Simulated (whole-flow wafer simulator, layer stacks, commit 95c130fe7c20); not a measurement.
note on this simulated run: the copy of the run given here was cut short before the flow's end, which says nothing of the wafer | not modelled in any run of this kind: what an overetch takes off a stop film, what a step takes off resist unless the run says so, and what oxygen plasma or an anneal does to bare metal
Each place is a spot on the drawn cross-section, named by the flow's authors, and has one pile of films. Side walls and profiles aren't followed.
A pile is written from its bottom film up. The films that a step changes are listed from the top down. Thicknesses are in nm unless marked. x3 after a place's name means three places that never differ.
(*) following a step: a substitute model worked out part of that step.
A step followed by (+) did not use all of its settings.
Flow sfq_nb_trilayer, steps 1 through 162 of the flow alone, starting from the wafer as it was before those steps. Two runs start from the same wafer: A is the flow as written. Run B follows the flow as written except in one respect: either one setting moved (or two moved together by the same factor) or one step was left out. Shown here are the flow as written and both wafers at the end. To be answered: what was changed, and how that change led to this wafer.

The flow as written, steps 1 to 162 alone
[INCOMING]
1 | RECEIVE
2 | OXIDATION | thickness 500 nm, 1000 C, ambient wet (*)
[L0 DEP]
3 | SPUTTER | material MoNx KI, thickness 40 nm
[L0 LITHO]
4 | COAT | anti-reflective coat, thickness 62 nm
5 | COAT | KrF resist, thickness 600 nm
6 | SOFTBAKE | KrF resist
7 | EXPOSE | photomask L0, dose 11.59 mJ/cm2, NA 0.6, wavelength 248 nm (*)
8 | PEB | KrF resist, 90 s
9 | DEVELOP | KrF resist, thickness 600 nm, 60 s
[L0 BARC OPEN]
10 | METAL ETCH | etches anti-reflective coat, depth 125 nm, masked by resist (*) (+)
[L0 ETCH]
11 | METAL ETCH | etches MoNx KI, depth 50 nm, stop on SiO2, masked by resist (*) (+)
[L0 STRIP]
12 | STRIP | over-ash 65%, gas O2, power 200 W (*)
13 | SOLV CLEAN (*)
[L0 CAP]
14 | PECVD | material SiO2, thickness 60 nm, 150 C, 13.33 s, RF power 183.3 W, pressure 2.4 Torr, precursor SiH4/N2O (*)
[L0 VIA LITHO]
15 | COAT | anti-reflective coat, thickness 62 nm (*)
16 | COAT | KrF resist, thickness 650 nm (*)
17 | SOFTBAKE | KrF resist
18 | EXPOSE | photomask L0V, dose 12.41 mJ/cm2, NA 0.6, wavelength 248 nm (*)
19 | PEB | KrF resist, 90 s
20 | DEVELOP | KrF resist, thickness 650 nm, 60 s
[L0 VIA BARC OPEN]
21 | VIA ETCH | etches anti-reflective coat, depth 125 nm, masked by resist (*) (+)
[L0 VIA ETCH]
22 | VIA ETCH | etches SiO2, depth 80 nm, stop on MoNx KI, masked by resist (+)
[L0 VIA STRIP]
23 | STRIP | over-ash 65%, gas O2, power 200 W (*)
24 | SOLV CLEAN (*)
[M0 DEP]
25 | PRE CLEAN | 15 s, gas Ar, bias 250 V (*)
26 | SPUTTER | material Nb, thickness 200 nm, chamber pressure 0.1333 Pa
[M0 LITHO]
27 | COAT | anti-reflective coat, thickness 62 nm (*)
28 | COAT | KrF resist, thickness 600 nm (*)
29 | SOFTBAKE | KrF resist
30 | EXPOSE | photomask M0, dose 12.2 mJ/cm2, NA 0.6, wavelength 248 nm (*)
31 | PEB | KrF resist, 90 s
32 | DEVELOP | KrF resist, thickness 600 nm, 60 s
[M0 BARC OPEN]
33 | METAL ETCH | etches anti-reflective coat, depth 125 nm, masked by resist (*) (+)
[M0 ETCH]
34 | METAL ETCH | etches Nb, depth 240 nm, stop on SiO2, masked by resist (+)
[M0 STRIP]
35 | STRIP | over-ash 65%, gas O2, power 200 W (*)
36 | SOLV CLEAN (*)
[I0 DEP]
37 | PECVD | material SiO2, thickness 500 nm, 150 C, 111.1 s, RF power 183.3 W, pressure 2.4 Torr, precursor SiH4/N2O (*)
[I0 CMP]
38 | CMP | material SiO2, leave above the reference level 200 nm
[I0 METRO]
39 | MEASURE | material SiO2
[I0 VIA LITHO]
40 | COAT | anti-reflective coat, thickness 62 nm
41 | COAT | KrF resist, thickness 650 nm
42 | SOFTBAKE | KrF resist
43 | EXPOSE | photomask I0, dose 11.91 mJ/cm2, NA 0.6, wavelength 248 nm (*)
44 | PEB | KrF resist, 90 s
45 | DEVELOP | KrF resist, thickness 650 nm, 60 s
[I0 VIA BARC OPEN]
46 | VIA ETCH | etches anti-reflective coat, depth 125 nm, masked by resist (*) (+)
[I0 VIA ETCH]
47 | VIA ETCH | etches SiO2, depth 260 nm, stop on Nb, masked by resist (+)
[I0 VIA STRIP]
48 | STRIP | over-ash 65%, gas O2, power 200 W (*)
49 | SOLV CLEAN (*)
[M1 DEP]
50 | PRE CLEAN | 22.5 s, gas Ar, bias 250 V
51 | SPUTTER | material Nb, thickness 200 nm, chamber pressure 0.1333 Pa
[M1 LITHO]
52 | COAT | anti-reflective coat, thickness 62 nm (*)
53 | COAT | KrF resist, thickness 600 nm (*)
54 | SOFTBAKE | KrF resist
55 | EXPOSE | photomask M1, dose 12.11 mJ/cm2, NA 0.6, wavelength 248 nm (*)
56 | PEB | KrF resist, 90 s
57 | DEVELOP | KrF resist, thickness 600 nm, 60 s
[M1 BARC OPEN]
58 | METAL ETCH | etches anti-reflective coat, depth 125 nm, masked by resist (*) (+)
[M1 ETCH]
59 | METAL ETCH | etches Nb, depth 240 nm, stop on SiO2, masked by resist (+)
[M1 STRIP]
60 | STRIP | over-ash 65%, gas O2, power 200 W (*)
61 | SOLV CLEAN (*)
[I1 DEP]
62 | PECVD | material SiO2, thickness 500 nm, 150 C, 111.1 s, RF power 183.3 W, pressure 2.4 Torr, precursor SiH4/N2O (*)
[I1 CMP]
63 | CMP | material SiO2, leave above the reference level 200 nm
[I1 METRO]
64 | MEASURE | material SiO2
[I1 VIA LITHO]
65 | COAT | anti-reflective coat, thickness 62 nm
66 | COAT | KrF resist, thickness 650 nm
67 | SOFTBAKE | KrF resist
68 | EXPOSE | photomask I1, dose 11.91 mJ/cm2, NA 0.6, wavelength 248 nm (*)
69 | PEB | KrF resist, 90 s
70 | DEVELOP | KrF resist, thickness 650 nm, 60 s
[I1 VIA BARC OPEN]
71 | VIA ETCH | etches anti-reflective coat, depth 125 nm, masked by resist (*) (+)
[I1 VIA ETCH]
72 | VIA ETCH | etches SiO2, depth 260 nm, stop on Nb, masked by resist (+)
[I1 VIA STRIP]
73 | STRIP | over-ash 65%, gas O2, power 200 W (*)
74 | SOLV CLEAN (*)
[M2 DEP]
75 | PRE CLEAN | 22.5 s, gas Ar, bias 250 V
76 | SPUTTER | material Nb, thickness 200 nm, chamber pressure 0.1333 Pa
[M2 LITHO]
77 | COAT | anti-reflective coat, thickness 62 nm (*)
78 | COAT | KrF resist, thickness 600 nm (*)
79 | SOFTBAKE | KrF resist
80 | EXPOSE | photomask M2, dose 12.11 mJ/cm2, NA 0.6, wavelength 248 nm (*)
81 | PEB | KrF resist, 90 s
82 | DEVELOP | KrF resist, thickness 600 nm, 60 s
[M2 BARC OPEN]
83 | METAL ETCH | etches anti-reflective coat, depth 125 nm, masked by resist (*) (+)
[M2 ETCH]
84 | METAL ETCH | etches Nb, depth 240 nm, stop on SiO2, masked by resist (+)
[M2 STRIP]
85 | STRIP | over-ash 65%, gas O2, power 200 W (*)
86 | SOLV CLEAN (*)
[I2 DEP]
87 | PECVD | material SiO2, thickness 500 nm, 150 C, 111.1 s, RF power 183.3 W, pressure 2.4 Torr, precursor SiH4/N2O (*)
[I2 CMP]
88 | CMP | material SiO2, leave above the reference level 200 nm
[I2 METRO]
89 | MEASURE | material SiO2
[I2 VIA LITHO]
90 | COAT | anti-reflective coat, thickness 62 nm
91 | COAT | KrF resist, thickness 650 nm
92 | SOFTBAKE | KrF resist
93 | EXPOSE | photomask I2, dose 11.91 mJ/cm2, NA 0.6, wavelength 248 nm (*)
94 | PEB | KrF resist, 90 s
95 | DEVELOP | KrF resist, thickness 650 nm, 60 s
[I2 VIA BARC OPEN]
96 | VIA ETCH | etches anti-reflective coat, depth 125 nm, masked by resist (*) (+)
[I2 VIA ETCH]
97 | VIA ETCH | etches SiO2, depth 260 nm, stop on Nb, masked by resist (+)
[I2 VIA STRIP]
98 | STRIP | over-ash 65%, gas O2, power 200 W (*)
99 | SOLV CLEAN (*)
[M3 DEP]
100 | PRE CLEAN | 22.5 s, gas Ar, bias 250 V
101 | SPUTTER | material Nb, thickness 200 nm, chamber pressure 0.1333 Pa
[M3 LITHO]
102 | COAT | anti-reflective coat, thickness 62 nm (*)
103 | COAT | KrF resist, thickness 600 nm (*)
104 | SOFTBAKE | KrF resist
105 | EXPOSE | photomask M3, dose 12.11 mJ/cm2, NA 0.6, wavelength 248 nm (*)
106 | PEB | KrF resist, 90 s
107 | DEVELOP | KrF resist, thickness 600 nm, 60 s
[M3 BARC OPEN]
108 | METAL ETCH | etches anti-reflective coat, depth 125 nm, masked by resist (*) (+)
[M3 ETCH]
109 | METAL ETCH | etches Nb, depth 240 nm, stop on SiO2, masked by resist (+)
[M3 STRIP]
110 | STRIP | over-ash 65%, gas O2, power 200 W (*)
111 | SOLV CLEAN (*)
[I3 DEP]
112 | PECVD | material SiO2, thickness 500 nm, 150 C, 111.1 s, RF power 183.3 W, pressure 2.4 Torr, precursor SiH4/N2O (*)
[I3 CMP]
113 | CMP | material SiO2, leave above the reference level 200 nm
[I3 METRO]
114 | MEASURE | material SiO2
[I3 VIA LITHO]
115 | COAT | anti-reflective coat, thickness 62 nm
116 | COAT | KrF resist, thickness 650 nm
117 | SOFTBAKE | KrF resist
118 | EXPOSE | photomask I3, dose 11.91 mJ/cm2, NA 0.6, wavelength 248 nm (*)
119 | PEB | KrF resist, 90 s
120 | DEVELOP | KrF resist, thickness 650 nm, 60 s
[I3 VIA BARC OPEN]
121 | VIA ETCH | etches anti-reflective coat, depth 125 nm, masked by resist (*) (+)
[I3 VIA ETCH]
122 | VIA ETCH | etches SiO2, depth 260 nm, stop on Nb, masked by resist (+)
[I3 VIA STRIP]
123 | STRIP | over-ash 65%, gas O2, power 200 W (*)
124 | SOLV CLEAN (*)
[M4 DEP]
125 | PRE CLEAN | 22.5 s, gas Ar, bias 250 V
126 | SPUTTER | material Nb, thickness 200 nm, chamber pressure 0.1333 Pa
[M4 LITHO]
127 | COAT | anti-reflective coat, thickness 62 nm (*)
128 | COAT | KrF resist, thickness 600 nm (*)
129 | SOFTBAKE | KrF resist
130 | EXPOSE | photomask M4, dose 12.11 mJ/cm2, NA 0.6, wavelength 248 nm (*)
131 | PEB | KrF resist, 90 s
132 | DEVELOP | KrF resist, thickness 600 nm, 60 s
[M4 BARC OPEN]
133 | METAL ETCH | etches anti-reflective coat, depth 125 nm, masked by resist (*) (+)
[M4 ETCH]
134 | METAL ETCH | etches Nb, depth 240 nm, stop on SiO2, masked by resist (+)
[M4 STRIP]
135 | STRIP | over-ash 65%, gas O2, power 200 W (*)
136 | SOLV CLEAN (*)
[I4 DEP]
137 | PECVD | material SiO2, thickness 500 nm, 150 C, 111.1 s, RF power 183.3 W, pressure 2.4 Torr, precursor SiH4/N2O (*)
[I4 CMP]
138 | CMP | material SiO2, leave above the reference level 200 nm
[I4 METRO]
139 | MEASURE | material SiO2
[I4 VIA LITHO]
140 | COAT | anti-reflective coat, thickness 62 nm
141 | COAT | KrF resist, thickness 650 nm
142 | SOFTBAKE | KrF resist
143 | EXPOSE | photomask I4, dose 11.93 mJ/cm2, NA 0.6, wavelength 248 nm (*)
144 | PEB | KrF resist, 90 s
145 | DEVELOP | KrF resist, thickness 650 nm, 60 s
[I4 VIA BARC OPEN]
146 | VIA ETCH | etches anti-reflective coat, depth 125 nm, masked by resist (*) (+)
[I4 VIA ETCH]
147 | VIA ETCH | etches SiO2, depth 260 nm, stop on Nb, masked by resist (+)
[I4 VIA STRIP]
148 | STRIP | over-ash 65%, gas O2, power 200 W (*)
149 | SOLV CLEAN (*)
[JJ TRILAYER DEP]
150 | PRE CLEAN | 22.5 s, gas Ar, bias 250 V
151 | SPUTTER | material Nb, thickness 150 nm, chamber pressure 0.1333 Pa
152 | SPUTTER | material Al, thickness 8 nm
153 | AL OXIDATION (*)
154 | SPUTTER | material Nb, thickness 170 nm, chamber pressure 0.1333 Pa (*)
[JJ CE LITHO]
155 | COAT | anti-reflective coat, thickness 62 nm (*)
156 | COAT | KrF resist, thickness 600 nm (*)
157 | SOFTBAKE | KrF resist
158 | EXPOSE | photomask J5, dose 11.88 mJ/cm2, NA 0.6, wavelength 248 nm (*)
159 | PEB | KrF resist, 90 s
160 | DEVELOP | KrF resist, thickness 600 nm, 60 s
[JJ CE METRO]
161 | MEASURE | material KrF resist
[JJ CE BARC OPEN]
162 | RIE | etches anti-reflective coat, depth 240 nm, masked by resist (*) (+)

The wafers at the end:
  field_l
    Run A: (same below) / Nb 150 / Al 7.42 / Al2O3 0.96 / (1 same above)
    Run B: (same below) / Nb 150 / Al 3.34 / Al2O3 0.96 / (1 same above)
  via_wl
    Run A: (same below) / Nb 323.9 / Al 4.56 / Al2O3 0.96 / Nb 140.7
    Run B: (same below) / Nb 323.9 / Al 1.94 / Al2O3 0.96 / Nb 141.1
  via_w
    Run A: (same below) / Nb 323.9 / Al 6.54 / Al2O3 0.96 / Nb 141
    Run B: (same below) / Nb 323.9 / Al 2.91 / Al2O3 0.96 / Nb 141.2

What caused this: step 152, SPUTTER: thickness 3.92 nm was run, while the flow as written has thickness 8 nm.

Step by step, how the change led to this:
  152 | SPUTTER | material Al, thickness 8 nm
      field_l, v_sur, via_sp and 100 more: A Al gains 8 (new film) | B Al gains 3.92 (new film)
      via_wl, via_wr: A Al gains 5.14 (new film) | B Al gains 2.52 (new film)
      (also at 1 further place)
  155 | COAT | anti-reflective coat, thickness 62 nm (*)
      via_wl, via_wr: A anti-reflective coat gains 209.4 (new film) | B anti-reflective coat gains 203.9 (new film)
  162 | RIE | etches anti-reflective coat, depth 240 nm, masked by resist (*) (+)
      ce_l, c5j, ce_r, wl_jj: A KrF resist loses 209.4 | B KrF resist loses 203.9
      via_wl, via_wr: A anti-reflective coat loses 209.4 (all of it) | B anti-reflective coat loses 203.9 (all of it)
